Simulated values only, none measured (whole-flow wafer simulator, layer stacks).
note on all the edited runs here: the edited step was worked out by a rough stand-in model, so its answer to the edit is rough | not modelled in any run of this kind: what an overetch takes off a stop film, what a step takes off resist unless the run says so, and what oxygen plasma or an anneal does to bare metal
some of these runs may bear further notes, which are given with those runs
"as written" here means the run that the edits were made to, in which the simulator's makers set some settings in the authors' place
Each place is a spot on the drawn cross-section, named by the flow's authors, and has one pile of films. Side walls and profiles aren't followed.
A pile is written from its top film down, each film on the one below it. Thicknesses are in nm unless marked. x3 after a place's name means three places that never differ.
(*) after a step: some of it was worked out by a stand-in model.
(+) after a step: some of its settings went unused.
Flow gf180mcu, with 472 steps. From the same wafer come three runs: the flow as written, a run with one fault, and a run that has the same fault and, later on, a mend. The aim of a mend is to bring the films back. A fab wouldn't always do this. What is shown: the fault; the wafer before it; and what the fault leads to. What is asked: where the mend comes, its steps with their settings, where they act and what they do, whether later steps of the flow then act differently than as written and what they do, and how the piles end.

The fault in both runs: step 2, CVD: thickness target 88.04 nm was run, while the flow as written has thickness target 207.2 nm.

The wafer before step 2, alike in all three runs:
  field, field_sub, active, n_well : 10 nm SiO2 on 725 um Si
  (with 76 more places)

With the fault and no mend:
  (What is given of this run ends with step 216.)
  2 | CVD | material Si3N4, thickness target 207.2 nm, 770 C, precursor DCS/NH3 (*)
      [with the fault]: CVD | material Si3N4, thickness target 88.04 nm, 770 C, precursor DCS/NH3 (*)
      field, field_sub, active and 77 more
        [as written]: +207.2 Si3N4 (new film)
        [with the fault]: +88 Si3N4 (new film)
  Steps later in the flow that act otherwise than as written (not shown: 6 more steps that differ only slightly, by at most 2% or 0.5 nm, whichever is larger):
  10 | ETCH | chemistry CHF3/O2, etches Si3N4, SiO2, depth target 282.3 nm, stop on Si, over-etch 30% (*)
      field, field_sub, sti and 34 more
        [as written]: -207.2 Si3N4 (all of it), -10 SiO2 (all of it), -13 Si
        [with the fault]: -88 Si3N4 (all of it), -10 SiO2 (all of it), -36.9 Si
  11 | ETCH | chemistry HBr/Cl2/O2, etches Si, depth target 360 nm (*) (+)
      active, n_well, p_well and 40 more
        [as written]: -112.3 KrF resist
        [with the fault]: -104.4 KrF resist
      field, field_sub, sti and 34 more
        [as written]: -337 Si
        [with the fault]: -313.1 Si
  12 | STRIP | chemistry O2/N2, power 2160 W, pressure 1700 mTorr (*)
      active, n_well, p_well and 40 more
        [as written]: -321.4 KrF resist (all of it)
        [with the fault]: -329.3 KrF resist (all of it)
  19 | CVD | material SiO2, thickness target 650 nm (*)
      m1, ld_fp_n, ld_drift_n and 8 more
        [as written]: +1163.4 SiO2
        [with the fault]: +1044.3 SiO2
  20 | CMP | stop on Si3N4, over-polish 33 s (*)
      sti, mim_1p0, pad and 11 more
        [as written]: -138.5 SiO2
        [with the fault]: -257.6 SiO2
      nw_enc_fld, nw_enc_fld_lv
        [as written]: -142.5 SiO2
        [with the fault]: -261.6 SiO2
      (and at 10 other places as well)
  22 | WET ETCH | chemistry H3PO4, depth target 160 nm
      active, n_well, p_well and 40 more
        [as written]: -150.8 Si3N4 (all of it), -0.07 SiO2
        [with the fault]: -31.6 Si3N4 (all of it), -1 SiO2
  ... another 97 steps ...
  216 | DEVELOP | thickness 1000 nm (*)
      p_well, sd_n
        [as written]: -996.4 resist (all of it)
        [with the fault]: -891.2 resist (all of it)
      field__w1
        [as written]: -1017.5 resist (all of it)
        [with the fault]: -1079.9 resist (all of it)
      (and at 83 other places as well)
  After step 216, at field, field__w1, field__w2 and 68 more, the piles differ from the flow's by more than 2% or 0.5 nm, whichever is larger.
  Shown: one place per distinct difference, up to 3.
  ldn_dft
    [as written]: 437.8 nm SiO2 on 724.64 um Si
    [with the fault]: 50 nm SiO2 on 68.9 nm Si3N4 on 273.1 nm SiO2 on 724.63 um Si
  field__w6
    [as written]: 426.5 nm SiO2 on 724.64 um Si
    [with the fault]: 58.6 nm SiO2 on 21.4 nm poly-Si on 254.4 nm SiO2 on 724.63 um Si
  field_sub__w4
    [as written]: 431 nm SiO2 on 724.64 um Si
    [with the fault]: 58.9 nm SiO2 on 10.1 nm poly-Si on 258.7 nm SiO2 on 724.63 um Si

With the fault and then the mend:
  After step 2 comes the mend.
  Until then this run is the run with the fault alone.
  2a | CVD | material Si3N4, thickness target 119.1 nm, 770 C, precursor DCS/NH3 (*) (the flow's step 2 again, with other settings)
      field, field_sub, active and 77 more
        +119.1 Si3N4
  Later steps of the flow that are run all act as written at every place that is followed.
  The piles end the same as the flow's at every place that both follow.
